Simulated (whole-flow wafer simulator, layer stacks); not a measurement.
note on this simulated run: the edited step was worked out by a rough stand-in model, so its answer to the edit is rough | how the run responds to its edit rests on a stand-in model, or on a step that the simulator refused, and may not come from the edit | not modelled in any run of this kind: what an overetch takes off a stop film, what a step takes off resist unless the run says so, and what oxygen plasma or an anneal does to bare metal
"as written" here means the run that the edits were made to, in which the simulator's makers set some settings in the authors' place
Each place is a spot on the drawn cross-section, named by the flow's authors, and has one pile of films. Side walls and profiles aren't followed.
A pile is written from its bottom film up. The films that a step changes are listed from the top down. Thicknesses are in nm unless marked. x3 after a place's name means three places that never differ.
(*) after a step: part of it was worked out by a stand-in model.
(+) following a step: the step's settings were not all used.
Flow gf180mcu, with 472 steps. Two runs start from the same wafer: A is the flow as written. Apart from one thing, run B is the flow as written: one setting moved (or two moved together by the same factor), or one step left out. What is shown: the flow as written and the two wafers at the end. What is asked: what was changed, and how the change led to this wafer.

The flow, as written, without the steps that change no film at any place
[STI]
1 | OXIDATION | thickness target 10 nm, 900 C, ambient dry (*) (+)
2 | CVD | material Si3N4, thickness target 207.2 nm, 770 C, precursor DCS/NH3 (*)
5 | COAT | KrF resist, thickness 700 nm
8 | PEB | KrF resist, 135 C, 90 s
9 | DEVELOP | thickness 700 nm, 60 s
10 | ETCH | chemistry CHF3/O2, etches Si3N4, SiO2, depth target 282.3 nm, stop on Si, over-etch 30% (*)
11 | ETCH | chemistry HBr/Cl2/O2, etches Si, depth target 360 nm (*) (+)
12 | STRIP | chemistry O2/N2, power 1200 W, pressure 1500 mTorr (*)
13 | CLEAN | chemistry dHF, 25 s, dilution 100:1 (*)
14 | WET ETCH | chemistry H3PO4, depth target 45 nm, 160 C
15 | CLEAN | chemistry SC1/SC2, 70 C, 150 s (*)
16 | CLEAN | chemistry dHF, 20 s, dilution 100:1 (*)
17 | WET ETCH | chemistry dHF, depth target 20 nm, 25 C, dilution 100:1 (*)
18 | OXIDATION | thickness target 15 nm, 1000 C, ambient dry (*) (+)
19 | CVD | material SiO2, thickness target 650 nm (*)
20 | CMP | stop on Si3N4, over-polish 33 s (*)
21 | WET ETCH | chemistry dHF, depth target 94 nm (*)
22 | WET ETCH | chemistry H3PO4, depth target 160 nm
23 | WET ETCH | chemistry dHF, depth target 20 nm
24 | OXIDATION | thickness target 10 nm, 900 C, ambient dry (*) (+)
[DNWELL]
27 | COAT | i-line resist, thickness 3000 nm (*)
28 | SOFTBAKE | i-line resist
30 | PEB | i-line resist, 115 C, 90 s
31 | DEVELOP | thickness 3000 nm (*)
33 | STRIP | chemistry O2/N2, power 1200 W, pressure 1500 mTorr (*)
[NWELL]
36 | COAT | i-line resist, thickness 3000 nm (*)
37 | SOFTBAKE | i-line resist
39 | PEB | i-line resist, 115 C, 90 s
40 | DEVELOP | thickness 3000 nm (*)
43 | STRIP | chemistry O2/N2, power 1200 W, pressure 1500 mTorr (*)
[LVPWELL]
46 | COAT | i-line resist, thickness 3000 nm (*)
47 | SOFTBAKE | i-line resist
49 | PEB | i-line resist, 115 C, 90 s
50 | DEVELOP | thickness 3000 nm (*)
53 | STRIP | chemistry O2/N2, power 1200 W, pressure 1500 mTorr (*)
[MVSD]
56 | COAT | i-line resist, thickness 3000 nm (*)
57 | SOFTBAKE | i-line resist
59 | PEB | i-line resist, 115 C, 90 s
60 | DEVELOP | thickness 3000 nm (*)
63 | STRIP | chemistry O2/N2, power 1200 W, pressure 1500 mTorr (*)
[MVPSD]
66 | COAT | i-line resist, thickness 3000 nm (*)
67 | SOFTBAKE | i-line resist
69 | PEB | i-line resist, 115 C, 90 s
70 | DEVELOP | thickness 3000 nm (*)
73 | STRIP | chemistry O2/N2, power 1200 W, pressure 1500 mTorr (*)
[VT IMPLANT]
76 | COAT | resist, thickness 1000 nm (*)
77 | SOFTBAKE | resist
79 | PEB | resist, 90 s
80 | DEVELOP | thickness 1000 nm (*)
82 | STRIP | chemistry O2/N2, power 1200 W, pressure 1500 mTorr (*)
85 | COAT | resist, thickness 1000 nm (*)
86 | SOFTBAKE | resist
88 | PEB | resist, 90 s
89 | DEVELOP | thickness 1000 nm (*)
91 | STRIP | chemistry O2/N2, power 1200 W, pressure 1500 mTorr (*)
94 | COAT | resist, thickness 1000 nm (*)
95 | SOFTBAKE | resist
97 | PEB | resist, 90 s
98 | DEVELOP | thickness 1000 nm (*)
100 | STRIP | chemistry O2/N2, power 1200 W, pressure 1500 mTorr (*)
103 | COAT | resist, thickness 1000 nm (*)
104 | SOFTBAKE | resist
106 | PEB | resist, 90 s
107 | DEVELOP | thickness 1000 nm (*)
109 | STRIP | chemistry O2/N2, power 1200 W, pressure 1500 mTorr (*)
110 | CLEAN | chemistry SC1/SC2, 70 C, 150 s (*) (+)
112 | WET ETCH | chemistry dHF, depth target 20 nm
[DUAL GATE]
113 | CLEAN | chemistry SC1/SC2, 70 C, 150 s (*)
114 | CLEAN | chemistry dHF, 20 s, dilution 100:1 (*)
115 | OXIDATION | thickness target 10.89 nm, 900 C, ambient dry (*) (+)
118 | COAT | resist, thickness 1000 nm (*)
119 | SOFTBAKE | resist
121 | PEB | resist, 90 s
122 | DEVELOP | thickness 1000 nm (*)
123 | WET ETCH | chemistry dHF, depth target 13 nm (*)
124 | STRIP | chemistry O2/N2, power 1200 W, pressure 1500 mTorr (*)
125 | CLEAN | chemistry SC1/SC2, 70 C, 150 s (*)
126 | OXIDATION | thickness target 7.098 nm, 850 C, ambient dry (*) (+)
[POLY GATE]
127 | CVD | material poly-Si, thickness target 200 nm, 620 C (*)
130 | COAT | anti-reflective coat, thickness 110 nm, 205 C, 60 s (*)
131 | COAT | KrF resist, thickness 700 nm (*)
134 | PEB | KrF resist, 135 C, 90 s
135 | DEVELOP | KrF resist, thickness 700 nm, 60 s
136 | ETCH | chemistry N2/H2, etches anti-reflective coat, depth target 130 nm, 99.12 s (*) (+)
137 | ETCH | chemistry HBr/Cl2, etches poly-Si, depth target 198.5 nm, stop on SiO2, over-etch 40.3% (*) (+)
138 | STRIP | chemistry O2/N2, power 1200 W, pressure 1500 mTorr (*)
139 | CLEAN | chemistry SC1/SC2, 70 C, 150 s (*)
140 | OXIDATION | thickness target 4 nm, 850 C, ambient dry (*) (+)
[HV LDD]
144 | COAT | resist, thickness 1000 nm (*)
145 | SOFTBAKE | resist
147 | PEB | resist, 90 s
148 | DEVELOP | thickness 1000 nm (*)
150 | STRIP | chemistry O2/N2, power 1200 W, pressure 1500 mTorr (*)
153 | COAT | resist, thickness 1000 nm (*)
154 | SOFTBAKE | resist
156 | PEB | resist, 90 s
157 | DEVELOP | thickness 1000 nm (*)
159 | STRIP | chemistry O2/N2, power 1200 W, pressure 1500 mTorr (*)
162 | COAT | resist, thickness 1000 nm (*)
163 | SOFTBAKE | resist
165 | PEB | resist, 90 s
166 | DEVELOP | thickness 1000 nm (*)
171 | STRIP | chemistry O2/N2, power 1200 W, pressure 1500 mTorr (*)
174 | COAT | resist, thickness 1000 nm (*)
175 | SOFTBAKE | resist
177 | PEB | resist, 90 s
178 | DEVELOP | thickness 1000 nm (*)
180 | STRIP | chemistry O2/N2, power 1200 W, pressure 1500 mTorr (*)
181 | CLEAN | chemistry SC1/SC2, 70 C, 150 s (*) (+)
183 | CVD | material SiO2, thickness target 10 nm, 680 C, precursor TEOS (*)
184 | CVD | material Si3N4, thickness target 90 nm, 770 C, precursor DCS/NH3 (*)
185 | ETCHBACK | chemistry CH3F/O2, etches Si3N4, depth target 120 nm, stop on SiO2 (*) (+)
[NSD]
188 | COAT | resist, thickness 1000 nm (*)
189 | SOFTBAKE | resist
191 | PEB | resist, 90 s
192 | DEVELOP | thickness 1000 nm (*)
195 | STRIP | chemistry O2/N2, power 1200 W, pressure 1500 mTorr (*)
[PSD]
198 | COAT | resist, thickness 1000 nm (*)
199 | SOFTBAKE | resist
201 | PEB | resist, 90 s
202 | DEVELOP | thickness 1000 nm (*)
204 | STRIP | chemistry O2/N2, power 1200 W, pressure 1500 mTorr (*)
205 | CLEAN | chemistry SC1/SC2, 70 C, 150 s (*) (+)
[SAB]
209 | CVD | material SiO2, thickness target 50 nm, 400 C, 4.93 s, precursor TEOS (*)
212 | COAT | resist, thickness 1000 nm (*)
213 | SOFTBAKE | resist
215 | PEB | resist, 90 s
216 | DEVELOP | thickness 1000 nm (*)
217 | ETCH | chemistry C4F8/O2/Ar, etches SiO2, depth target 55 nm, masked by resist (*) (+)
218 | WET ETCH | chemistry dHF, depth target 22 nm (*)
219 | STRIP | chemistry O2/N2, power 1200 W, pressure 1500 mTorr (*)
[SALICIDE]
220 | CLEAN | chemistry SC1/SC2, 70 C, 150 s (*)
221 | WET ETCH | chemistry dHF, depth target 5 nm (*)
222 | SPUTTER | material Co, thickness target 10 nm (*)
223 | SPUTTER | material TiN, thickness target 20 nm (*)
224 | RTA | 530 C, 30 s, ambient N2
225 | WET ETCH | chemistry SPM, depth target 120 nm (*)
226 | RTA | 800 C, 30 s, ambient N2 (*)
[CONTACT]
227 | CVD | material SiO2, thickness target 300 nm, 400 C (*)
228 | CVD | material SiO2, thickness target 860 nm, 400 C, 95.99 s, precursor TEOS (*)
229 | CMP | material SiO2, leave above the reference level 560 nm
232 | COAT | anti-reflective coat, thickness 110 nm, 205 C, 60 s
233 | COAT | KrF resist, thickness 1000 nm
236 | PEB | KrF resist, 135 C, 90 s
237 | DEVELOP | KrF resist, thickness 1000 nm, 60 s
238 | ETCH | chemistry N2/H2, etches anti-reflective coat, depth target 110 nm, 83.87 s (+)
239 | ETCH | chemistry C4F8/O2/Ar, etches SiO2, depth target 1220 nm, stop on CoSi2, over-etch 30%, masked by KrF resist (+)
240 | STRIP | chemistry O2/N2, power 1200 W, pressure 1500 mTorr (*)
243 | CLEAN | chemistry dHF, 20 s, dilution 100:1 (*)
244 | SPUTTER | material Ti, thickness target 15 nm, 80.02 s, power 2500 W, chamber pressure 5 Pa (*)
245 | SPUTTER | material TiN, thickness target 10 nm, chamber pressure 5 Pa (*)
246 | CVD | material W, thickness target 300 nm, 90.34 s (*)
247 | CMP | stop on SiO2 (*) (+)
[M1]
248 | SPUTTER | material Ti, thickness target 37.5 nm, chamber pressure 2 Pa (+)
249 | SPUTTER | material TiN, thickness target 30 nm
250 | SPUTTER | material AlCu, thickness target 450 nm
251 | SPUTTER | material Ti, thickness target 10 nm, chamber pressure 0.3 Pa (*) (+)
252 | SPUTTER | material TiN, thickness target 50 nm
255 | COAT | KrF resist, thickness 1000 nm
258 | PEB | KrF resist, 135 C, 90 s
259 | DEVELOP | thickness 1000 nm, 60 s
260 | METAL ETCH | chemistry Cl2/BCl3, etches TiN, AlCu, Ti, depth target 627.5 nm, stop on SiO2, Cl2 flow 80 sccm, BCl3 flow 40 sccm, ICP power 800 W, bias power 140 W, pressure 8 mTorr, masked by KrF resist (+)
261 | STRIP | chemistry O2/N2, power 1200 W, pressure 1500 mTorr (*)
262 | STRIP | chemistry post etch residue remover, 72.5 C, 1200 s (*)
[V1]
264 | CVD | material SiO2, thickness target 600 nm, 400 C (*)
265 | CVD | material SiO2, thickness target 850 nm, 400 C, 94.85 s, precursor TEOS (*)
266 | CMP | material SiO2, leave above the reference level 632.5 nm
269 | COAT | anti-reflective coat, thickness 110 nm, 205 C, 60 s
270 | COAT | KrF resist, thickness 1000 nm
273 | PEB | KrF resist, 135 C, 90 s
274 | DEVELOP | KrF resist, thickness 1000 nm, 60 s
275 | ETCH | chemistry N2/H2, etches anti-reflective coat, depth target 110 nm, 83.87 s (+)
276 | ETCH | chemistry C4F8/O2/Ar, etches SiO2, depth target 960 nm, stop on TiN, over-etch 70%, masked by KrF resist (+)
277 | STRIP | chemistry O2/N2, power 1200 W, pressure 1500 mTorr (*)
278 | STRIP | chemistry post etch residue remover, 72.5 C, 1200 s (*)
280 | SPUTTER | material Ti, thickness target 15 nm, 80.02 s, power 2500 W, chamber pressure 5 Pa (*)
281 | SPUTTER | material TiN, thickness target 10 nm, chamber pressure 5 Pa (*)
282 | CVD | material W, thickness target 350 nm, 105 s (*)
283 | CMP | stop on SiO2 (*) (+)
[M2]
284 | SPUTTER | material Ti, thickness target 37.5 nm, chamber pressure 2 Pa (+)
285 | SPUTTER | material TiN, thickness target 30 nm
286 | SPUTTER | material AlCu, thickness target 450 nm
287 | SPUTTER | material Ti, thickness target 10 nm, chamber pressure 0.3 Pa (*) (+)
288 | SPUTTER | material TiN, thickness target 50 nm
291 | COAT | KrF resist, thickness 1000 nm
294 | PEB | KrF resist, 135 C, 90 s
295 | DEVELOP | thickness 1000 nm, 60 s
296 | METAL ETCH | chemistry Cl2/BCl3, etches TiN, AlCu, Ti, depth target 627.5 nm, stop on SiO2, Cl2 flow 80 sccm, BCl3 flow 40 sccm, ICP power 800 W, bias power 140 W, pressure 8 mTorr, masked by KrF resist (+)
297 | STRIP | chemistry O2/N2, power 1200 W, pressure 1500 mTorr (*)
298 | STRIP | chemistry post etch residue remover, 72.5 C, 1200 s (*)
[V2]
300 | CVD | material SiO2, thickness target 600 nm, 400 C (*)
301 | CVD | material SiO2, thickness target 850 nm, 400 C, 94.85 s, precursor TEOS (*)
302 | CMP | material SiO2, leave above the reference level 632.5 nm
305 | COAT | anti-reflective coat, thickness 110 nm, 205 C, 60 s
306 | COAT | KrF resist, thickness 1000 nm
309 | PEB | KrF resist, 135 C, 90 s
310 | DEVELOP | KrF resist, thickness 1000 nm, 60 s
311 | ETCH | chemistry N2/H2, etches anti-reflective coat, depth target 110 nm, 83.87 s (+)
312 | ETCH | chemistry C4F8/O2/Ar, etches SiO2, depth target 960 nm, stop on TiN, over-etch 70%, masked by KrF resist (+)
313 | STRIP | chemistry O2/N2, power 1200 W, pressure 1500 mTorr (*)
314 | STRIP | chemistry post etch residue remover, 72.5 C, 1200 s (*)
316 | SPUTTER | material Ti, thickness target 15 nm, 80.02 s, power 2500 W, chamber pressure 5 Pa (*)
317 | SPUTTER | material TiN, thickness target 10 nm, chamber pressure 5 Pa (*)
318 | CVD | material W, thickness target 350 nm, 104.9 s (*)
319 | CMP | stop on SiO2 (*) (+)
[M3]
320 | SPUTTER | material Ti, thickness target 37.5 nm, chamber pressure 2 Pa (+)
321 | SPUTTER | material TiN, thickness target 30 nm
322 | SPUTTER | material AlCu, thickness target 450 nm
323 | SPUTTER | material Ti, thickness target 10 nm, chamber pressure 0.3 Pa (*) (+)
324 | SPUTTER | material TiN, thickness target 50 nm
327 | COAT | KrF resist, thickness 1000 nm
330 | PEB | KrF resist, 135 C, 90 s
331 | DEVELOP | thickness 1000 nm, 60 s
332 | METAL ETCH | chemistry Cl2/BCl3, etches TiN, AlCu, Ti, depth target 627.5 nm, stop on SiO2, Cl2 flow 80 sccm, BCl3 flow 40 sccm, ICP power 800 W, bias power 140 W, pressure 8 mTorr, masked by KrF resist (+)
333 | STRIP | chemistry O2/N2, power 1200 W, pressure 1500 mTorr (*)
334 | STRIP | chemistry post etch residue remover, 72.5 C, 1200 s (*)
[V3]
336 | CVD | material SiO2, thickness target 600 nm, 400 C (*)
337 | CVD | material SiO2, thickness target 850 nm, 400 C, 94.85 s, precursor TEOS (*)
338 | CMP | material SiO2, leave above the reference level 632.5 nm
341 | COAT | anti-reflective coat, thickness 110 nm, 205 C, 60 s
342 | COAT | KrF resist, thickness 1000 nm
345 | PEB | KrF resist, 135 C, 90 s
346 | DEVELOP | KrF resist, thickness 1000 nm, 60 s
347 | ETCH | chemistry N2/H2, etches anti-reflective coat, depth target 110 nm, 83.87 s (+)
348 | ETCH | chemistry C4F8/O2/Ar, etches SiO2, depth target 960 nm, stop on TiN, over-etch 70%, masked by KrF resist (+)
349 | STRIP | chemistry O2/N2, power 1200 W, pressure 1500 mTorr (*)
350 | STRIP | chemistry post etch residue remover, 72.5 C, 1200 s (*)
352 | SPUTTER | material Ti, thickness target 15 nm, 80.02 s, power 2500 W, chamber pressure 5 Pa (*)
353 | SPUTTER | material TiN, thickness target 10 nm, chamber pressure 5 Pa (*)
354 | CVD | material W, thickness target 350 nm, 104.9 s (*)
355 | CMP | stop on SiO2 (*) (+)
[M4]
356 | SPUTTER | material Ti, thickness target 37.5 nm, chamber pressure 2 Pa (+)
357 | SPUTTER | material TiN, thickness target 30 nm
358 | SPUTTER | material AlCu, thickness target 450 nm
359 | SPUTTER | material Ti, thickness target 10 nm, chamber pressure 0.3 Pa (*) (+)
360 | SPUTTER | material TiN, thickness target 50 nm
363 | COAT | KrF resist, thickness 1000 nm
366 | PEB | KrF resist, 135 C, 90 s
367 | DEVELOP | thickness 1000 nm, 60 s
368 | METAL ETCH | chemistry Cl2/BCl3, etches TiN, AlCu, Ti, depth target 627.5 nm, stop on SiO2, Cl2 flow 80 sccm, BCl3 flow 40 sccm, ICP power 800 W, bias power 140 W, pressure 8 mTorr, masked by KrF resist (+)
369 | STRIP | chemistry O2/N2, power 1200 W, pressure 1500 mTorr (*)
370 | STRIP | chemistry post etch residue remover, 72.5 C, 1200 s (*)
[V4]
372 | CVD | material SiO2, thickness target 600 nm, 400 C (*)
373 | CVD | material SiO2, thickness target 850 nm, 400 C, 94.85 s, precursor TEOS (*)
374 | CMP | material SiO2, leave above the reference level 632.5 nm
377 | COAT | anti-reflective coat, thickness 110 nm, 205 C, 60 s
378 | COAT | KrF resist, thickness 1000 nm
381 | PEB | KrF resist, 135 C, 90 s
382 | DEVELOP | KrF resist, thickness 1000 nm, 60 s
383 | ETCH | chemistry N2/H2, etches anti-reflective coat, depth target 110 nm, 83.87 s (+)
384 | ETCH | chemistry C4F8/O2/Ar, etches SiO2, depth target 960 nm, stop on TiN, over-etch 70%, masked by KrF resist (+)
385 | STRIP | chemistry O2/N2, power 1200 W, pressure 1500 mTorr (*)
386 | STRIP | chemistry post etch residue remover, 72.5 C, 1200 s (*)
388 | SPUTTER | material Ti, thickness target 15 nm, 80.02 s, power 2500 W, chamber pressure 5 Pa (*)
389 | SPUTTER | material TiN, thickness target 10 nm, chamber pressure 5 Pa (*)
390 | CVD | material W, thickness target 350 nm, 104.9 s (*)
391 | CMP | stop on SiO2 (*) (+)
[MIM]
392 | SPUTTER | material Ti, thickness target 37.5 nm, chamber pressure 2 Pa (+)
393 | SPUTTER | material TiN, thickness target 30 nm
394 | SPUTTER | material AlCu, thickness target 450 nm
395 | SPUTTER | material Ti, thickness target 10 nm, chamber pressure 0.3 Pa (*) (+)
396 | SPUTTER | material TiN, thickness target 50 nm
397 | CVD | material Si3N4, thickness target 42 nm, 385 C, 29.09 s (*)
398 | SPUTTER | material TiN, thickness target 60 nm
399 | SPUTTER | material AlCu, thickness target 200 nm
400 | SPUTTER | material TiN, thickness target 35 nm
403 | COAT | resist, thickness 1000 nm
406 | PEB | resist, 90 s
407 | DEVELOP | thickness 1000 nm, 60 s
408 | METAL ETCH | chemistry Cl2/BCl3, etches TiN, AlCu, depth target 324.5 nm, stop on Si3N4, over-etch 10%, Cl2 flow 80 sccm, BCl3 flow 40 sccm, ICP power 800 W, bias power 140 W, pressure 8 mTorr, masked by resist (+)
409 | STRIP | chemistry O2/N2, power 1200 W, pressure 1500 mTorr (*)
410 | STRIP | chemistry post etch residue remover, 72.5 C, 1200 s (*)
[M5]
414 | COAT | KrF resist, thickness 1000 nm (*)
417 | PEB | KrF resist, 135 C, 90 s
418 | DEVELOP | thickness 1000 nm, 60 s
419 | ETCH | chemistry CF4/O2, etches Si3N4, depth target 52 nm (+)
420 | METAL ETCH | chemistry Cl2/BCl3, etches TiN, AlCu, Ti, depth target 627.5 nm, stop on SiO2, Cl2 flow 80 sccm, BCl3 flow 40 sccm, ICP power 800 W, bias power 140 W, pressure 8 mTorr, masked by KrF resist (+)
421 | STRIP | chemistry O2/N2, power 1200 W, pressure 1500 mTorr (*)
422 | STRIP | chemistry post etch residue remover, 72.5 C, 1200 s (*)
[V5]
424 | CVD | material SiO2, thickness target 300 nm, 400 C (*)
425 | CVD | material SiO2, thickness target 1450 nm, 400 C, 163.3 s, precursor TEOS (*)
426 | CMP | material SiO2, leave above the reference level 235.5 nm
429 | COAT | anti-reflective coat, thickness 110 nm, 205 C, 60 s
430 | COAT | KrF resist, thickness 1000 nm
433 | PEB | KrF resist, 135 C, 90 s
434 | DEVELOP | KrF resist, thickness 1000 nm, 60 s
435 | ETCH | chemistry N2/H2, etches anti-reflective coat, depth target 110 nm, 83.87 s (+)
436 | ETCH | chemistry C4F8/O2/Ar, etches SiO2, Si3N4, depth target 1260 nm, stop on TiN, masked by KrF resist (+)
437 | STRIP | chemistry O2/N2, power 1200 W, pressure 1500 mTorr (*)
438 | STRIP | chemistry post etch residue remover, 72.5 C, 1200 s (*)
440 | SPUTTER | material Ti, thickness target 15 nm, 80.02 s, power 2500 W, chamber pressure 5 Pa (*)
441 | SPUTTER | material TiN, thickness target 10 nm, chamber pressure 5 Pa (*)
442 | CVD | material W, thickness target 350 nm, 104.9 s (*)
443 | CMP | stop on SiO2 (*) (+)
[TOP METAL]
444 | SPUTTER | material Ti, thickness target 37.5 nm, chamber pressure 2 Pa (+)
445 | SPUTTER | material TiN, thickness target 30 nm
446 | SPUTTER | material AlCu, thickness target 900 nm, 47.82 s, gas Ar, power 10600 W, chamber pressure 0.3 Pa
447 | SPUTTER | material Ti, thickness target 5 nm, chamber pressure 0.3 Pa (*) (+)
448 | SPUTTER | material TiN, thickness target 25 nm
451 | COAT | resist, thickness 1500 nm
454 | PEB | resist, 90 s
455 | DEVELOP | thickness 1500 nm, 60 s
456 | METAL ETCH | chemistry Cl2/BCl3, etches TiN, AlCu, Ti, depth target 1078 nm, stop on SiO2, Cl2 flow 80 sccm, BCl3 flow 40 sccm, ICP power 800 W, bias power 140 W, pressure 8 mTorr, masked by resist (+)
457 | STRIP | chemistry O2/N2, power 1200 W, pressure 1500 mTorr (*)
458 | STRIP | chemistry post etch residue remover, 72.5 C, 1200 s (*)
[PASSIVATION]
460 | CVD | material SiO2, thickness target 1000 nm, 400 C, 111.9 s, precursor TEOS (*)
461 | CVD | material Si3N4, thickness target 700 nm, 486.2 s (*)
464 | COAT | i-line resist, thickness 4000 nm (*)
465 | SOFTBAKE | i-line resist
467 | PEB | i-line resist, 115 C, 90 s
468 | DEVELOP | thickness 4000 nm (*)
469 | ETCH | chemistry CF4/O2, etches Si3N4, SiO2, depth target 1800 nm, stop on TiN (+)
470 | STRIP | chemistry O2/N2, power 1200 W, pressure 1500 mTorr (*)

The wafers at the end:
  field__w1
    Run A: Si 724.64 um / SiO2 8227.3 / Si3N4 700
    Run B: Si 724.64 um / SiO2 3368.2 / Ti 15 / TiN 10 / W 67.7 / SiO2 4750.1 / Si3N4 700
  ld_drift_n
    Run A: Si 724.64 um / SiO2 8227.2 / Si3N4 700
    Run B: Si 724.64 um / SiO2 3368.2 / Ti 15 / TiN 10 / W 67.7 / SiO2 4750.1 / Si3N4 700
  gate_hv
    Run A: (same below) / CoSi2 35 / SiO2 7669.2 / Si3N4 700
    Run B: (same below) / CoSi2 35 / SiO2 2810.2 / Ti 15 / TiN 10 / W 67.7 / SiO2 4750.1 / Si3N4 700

The reason: step 301, CVD: thickness target 425 nm was run, while the flow as written has thickness target 850 nm.

The path from the change to this, step by step:
  301 | CVD | material SiO2, thickness target 850 nm, 400 C, 94.85 s, precursor TEOS (*)
      field, field__w1, field__w2 and 108 more: A SiO2 gains 850 | B SiO2 gains 425
  302 | CMP | material SiO2, leave above the reference level 632.5 nm
      field, field__w1, field__w2 and 103 more: A SiO2 loses 300 | B nothing
      field__w8, contact, m1, m1__w1, m1_nw: A SiO2 loses 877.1 | B SiO2 loses 452.1
  305 | COAT | anti-reflective coat, thickness 110 nm, 205 C, 60 s
      active, gate_p_hv5: A anti-reflective coat gains 110 (new film) | B anti-reflective coat gains 107.7 (new film)
      field: A anti-reflective coat gains 110 (new film) | B anti-reflective coat gains 156.5 (new film)
      (also at 21 further places)
  306 | COAT | KrF resist, thickness 1000 nm
      field: A KrF resist gains 1000 (new film) | B KrF resist gains 976.4 (new film)
      n_well: A KrF resist gains 1000 (new film) | B KrF resist gains 979.2 (new film)
      (also at 6 further places)
  310 | DEVELOP | KrF resist, thickness 1000 nm, 60 s
      contact: A KrF resist loses 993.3 (all of it) | B KrF resist loses 961 (all of it)
  311 | ETCH | chemistry N2/H2, etches anti-reflective coat, depth target 110 nm, 83.87 s (+)
      contact: A anti-reflective coat loses 110 (all of it), SiO2 loses 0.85 | B anti-reflective coat loses 37.7 (all of it), SiO2 loses 2.7
  313 | STRIP | chemistry O2/N2, power 1200 W, pressure 1500 mTorr (*)
      field: A KrF resist loses 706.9 (all of it), anti-reflective coat loses 110 (all of it) | B KrF resist loses 683.5 (all of it), anti-reflective coat loses 156.5 (all of it)
      field__w1: A KrF resist loses 706.9 (all of it), anti-reflective coat loses 110 (all of it) | B KrF resist loses 715.9 (all of it), anti-reflective coat loses 107.4 (all of it)
      (also at 21 further places)
  316 | SPUTTER | material Ti, thickness target 15 nm, 80.02 s, power 2500 W, chamber pressure 5 Pa (*)
      contact: A Ti gains 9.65 (new film) | B Ti gains 10.4 (new film)
  318 | CVD | material W, thickness target 350 nm, 104.9 s (*)
      contact: A W gains 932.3 (new film) | B W gains 806 (new film)
  319 | CMP | stop on SiO2 (*) (+)
      field, field__w1, field__w2 and 103 more: A W loses 350 (all of it), TiN loses 10 (all of it), Ti loses 15 (all of it), SiO2 loses 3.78 | B W loses 270
      field__w8, m1, m1__w1, m1_nw: A W loses 350 (all of it), TiN loses 10 (all of it), Ti loses 15 (all of it), SiO2 loses 3.78 | B W loses 350 (all of it), TiN loses 10 (all of it), Ti loses 15 (all of it), SiO2 loses 20
      (also at 1 further place)
  332 | METAL ETCH | chemistry Cl2/BCl3, etches TiN, AlCu, Ti, depth target 627.5 nm, stop on SiO2, Cl2 flow 80 sccm, BCl3 flow 40 sccm, ICP power 800 W, bias power 140 W, pressure 8 mTorr, masked by KrF resist (+)
      field, field__w1, field__w2 and 103 more: A TiN loses 50 (all of it), Ti loses 10 (all of it), AlCu loses 450 (all of it), TiN loses 30 (all of it), Ti loses 37.5 (all of it) | B TiN loses 50 (all of it), Ti loses 10 (all of it), AlCu loses 450 (all of it), TiN loses 30 (all of it), Ti loses 37.5 (all of it), W loses 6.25
  334 | STRIP | chemistry post etch residue remover, 72.5 C, 1200 s (*)
      field, field__w1, field__w2 and 103 more: A nothing | B W loses 6.01
  336 | CVD | material SiO2, thickness target 600 nm, 400 C (*)
      field, field__w1, field__w2 and 103 more: A SiO2 gains 600 | B SiO2 gains 600 (new film)
  338 | CMP | material SiO2, leave above the reference level 632.5 nm
      field, field__w1, field__w2 and 103 more: A SiO2 loses 300 | B SiO2 loses 287.7
With metal films that touch counted as one body, field__w1 has 1 body; the flow as written gives 0 bodies.
With metal films that touch counted as one body, ld_drift_n has 1 body; the flow as written gives 0 bodies.
With metal films that touch counted as one body, gate_hv has 2 bodies (between them, from the top down: SiO2 2810.2); the flow as written gives 1 body.
